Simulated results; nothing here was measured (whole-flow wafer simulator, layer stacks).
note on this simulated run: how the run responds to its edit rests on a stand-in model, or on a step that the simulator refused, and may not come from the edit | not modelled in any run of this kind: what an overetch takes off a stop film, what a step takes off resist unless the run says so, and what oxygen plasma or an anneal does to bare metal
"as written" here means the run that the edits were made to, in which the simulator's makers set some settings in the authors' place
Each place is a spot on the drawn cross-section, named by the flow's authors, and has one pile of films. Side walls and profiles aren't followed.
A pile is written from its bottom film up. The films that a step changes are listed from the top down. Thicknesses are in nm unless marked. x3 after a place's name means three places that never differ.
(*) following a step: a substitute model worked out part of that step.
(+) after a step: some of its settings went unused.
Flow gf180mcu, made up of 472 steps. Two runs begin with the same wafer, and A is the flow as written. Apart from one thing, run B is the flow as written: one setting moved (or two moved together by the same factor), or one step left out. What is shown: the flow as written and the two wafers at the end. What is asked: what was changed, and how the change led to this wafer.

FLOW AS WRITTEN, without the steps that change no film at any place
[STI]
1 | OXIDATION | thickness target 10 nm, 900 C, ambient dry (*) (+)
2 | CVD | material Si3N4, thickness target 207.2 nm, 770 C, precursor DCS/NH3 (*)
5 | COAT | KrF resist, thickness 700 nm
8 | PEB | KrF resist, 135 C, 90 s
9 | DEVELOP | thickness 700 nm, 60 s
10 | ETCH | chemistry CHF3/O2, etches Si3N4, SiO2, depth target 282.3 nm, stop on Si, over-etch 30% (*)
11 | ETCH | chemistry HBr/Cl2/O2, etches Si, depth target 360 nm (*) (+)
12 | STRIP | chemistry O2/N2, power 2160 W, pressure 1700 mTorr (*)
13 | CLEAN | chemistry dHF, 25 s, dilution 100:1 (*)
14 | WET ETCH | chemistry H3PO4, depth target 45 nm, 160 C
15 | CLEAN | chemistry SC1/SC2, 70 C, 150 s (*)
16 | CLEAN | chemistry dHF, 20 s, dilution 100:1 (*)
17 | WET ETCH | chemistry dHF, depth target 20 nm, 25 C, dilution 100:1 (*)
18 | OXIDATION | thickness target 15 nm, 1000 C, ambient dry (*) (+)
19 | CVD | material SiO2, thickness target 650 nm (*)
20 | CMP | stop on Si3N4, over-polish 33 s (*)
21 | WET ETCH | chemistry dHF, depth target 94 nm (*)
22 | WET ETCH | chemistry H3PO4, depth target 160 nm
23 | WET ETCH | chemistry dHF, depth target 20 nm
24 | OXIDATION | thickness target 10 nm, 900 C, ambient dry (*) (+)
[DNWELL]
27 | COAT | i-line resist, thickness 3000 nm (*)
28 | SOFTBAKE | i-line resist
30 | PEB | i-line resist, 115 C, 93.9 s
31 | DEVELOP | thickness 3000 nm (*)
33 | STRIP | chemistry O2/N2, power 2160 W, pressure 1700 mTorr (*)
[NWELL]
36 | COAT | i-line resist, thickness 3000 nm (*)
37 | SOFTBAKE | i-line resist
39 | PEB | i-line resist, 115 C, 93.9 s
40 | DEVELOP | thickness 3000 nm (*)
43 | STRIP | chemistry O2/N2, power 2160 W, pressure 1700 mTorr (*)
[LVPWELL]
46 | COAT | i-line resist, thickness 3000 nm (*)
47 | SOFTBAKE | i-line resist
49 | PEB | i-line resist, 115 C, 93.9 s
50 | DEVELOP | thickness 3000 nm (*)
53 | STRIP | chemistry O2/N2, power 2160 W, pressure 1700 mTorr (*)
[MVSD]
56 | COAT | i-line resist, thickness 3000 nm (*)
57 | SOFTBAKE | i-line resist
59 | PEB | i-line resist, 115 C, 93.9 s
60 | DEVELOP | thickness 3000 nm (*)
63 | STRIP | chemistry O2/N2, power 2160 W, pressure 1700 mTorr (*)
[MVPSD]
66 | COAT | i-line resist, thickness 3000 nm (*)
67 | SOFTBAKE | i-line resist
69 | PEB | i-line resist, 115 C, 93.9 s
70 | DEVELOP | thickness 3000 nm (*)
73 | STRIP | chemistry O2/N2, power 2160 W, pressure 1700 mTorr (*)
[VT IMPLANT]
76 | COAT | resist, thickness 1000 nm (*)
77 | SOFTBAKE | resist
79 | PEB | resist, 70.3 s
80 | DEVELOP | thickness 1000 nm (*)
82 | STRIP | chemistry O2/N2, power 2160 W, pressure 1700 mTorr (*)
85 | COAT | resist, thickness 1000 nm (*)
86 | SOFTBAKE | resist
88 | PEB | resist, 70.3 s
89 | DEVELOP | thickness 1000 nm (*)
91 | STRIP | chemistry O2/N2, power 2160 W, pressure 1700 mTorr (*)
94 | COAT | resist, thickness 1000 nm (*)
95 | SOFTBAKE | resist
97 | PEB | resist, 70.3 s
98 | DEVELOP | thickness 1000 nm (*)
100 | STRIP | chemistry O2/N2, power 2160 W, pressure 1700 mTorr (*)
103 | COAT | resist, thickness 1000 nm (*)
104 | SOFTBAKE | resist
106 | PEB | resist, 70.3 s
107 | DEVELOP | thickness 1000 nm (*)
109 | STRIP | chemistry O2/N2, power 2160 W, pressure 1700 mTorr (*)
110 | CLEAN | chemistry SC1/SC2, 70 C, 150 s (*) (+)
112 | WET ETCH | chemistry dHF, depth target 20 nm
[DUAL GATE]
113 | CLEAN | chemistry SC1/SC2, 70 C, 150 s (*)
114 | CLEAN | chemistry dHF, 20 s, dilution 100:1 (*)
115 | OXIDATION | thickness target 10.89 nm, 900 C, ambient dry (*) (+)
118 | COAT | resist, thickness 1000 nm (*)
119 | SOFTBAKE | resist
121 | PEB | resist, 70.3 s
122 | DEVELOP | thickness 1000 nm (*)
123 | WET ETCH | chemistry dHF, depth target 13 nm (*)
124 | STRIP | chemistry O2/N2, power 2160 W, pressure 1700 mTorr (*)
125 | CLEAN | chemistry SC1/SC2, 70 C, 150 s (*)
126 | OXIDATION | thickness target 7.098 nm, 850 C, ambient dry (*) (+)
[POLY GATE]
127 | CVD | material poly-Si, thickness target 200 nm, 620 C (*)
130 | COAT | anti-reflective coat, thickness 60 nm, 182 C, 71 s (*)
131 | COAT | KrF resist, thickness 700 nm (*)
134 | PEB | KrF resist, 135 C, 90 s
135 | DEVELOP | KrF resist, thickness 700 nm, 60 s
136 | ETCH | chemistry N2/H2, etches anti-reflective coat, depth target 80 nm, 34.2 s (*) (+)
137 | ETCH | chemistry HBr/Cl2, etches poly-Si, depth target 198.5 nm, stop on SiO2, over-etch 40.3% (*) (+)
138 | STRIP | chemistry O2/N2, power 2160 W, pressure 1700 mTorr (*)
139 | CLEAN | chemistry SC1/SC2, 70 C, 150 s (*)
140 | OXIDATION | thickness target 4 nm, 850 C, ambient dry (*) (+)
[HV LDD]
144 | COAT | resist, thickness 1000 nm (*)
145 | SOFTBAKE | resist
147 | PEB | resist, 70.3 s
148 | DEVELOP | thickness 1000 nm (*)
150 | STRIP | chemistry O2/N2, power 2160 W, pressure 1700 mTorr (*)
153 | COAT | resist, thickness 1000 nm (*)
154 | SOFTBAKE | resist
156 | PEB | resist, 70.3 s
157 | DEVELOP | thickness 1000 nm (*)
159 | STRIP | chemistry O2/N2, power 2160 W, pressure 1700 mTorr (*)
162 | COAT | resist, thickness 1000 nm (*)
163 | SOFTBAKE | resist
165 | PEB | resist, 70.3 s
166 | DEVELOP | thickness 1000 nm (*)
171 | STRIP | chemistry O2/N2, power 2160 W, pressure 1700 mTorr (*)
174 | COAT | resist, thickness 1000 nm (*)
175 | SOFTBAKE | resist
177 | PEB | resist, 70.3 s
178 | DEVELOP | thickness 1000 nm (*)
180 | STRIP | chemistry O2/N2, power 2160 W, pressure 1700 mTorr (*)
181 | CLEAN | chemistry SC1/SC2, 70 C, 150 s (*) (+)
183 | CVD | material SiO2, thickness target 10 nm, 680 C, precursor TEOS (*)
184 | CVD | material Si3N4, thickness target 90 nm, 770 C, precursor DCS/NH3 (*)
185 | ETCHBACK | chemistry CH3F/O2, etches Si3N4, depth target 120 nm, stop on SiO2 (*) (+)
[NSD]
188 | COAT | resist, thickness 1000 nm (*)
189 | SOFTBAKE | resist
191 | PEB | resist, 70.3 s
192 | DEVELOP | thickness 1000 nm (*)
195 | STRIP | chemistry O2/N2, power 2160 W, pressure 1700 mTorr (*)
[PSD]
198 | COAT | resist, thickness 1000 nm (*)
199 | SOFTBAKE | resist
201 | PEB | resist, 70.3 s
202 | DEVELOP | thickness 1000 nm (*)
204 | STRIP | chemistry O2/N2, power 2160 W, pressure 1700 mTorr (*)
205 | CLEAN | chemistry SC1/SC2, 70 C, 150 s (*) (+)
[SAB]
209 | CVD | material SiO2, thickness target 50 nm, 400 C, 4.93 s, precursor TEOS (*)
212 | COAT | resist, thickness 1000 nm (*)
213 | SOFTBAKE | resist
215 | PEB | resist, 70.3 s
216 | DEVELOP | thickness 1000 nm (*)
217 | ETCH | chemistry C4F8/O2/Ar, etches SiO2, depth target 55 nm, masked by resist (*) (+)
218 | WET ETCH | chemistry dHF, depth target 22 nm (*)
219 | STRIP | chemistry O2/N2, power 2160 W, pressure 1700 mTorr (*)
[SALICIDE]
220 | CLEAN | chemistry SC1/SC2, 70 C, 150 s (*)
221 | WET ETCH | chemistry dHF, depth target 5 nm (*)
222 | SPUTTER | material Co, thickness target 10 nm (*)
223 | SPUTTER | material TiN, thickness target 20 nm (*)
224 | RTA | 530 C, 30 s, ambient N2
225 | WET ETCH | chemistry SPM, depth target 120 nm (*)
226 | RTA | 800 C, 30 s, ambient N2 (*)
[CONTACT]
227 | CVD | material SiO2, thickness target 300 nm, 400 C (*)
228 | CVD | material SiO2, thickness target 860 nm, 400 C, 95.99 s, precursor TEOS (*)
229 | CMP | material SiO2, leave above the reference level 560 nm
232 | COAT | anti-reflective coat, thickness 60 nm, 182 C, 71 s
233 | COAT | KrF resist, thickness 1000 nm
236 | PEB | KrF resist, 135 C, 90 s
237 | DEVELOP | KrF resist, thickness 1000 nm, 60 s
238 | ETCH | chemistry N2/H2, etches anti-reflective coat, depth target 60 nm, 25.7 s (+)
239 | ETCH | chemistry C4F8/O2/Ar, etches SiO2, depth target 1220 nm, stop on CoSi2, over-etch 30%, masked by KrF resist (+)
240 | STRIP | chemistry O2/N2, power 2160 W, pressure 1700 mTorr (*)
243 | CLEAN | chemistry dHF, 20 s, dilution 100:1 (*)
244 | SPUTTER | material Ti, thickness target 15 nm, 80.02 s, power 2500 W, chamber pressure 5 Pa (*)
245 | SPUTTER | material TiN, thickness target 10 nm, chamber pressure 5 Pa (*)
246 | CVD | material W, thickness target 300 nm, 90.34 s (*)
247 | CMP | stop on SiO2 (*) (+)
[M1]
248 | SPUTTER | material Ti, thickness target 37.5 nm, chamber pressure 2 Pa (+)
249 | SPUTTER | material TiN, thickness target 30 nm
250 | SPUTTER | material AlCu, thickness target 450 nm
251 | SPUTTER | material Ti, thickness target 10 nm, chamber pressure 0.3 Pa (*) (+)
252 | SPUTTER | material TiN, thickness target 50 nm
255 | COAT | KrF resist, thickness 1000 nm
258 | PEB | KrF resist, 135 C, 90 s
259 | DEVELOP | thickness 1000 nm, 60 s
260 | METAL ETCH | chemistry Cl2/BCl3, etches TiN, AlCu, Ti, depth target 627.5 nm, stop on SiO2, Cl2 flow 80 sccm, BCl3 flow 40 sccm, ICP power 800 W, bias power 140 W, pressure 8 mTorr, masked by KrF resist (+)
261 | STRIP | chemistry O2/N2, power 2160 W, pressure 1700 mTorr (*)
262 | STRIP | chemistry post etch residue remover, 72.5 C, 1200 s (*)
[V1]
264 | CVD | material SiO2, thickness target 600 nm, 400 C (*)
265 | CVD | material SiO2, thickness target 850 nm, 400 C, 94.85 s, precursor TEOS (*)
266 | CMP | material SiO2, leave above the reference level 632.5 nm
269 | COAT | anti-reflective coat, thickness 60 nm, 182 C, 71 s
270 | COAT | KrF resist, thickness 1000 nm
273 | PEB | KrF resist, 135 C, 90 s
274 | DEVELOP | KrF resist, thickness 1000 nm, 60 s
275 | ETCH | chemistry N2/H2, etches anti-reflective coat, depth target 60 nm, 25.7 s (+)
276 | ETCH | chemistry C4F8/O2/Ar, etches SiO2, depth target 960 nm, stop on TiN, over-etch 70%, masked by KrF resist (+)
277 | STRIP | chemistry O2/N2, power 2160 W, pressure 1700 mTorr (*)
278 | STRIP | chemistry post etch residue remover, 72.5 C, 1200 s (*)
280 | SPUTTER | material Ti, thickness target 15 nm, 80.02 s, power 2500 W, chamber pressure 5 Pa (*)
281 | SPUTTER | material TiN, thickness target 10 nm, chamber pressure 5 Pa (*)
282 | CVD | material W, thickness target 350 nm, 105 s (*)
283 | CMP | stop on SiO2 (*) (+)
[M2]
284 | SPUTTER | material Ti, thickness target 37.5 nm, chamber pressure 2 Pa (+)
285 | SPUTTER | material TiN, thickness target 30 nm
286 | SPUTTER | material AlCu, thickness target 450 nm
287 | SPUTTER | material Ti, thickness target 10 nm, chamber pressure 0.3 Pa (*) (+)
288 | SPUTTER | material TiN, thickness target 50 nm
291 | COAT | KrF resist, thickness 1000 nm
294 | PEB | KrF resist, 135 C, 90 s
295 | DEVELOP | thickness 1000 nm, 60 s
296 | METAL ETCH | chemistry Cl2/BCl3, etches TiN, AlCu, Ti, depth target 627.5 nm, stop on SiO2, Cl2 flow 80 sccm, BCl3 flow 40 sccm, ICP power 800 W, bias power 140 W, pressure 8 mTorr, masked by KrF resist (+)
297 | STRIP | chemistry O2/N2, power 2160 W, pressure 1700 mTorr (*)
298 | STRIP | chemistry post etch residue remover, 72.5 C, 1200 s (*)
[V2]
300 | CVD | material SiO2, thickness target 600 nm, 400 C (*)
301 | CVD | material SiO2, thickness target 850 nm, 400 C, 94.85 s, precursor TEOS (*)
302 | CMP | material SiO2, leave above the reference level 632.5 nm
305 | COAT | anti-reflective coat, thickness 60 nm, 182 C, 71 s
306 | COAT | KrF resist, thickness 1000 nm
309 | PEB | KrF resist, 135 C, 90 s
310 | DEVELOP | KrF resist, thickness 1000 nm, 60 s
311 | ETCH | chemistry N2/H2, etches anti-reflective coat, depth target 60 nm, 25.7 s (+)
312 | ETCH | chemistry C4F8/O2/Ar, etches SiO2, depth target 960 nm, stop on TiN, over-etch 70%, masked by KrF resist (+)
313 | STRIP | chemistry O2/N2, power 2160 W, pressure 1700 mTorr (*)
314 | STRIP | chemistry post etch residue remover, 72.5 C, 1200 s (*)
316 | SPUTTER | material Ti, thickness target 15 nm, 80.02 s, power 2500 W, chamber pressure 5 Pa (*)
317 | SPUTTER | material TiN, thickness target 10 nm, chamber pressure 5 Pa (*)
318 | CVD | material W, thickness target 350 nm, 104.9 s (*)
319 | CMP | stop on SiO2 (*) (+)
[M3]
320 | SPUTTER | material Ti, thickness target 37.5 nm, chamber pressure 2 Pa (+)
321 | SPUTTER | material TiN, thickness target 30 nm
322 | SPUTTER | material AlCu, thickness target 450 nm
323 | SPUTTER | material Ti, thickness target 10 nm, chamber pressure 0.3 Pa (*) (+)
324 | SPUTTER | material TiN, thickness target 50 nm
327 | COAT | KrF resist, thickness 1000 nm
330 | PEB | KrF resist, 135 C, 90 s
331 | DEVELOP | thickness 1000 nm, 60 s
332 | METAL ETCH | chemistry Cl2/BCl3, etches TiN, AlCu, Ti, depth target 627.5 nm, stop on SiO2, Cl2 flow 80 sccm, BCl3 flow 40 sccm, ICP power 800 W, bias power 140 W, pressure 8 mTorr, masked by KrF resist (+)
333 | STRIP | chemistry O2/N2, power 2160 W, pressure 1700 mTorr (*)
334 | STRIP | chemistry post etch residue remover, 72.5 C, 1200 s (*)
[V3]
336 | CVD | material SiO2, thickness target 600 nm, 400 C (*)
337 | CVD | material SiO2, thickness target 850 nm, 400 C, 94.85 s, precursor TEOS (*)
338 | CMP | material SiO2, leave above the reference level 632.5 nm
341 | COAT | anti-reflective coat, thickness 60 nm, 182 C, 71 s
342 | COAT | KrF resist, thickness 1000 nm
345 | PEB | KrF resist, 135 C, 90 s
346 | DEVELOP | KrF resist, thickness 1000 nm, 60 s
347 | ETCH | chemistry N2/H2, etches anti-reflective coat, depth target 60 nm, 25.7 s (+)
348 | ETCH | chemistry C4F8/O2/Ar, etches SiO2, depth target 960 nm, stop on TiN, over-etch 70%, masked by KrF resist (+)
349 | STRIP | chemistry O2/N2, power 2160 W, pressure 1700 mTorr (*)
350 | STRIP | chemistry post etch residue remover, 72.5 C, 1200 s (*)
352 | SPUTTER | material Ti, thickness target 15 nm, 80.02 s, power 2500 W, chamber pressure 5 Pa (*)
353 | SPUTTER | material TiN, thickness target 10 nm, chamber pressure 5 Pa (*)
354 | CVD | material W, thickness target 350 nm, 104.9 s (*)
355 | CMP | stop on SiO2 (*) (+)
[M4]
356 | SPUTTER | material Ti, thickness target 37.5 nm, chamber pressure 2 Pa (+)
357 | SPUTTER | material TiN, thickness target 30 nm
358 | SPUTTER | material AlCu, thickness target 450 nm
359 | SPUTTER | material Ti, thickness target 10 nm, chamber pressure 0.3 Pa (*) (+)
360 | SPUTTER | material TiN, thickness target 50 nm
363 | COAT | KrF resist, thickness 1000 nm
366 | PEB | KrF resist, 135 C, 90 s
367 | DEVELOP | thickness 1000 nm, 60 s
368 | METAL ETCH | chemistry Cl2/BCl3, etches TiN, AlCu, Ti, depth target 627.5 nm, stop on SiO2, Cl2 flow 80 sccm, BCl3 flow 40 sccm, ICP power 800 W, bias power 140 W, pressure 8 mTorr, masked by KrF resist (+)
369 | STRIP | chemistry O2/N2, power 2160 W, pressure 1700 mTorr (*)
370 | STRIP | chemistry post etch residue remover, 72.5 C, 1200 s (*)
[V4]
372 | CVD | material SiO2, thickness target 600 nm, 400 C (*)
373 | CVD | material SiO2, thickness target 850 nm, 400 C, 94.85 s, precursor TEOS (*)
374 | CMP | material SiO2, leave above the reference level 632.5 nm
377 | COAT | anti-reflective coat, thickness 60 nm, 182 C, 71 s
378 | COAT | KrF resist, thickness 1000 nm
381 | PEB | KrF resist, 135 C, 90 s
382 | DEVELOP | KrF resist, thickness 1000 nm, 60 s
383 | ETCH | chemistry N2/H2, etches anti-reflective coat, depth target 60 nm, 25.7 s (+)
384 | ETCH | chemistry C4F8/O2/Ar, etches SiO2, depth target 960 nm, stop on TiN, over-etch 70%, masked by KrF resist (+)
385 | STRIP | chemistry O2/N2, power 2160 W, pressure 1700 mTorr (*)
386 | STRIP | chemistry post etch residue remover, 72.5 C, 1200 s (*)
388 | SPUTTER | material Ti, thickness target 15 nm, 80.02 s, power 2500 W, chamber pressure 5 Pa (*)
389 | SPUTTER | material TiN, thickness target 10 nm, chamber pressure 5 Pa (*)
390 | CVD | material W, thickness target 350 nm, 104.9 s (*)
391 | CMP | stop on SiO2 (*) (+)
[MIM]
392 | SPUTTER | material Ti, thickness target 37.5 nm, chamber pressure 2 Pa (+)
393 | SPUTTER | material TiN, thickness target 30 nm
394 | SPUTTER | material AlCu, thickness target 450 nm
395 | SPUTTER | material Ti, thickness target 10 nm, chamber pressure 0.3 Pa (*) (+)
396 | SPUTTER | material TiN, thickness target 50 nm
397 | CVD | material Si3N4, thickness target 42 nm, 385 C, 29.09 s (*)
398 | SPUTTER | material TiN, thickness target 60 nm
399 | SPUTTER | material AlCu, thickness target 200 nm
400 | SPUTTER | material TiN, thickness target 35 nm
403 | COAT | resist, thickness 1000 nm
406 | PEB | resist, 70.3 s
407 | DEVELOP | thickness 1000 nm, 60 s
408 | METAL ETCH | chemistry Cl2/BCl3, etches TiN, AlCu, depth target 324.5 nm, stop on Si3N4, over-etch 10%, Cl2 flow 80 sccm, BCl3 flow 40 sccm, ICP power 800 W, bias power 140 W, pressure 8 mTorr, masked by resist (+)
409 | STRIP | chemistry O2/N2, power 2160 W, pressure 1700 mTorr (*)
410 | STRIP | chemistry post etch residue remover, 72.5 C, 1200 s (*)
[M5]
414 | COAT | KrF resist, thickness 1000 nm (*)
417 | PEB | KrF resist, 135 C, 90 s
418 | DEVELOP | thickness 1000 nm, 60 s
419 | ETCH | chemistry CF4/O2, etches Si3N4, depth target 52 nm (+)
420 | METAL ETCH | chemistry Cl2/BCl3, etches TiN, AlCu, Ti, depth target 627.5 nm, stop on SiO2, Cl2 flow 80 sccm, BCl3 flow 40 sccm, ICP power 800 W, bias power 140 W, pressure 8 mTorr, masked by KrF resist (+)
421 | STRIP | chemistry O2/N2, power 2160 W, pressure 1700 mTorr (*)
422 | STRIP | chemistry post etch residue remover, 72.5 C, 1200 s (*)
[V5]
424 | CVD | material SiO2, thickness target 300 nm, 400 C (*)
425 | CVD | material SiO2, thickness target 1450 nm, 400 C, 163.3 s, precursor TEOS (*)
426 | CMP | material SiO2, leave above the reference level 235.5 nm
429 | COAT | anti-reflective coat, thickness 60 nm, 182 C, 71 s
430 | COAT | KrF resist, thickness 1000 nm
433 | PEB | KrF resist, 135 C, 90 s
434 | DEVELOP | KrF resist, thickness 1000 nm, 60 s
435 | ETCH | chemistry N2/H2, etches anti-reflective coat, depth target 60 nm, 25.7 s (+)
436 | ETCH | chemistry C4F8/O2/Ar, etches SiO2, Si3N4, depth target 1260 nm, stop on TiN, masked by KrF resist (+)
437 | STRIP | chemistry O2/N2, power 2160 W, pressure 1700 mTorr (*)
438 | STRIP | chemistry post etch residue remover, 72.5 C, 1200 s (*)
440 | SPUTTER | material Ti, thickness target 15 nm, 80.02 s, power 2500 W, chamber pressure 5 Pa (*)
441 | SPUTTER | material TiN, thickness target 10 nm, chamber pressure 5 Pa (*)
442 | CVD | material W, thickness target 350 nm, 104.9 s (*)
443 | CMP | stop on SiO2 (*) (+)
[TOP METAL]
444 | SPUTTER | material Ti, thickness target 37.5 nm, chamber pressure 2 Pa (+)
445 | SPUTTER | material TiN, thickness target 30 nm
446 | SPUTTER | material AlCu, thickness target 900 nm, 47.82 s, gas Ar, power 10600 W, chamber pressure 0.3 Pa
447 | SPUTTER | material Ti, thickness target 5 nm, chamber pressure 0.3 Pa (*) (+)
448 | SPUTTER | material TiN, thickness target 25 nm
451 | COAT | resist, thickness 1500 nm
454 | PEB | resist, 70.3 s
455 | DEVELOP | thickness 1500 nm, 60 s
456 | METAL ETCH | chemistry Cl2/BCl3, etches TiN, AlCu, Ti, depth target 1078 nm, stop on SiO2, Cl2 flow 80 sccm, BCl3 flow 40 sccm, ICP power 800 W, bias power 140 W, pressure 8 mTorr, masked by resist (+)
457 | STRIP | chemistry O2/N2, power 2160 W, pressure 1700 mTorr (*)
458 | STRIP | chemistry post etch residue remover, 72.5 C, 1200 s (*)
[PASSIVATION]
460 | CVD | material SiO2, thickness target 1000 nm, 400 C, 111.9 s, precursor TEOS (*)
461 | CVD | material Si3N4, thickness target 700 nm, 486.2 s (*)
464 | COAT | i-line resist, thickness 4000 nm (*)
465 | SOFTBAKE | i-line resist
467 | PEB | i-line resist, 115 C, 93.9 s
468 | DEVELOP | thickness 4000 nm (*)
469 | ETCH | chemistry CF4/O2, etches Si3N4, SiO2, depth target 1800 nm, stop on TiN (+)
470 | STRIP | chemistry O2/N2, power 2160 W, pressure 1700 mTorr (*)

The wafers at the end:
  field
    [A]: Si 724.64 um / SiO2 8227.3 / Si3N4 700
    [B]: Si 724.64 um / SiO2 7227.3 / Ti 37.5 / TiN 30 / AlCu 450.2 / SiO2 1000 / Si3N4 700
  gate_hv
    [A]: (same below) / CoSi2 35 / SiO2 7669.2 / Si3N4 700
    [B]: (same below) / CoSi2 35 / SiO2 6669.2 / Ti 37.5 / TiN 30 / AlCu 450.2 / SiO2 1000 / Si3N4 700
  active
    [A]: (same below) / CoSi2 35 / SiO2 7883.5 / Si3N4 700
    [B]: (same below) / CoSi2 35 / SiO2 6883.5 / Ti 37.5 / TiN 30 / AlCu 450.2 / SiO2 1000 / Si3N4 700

Cause: step 456, METAL ETCH: depth target 474.1 nm was run, while the flow as written has depth target 1078 nm.

The path from the change to this, step by step:
  456 | METAL ETCH | chemistry Cl2/BCl3, etches TiN, AlCu, Ti, depth target 1078 nm, stop on SiO2, Cl2 flow 80 sccm, BCl3 flow 40 sccm, ICP power 800 W, bias power 140 W, pressure 8 mTorr, masked by resist (+)
      field, field__w1, field__w2 and 103 more: A -25 TiN (all of it), -5 Ti (all of it), -900 AlCu (all of it), -30 TiN (all of it), -37.5 Ti (all of it) | B -25 TiN (all of it), -5 Ti (all of it), -444.1 AlCu
      field__w8, contact, m1, m1__w1, pad, m1_nw: A -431 resist | B -189.6 resist
  457 | STRIP | chemistry O2/N2, power 2160 W, pressure 1700 mTorr (*)
      field__w8, contact, m1, m1__w1, pad, m1_nw: A -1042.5 resist (all of it) | B -1283.8 resist (all of it)
  458 | STRIP | chemistry post etch residue remover, 72.5 C, 1200 s (*)
      field, field__w1, field__w2 and 103 more: A nothing | B -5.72 AlCu
  460 | CVD | material SiO2, thickness target 1000 nm, 400 C, 111.9 s, precursor TEOS (*)
      field, field__w1, field__w2 and 103 more: A +1000 SiO2 | B +1000 SiO2 (new film)
  464 | COAT | i-line resist, thickness 4000 nm (*)
      field: A +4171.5 i-line resist (new film) | B +4067.8 i-line resist (new film)
      field__w8: A +3093.1 i-line resist (new film) | B +3557.3 i-line resist (new film)
      (also at 11 further places)
  465 | SOFTBAKE | i-line resist
      gate: A +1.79 i-line resist | B -1.22 i-line resist
      field__w11, field__w13: A +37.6 i-line resist | B +14 i-line resist
      (also at 66 further places)
  467 | PEB | i-line resist, 115 C, 93.9 s
      field__w8, m1__w1: A -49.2 i-line resist | B -58.7 i-line resist
      contact, m1: A -49.6 i-line resist | B -58.9 i-line resist
      (also at 2 further places)
  468 | DEVELOP | thickness 4000 nm (*)
      pad: A -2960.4 i-line resist (all of it) | B -3464.7 i-line resist (all of it)
  470 | STRIP | chemistry O2/N2, power 2160 W, pressure 1700 mTorr (*)
      field__w8: A -1775.9 i-line resist (all of it) | B -2272.2 i-line resist (all of it)
      contact: A -1798.3 i-line resist (all of it) | B -2279.7 i-line resist (all of it)
      (also at 3 further places)
If metal films that touch count as one body, field has 1 body; the flow as written gives 0 bodies.
If metal films that touch count as one body, gate_hv has 2 bodies (between them, from the top down: SiO2 6669.2); the flow as written gives 1 body.
If metal films that touch count as one body, active has 2 bodies (between them, from the top down: SiO2 6883.5); the flow as written gives 1 body.
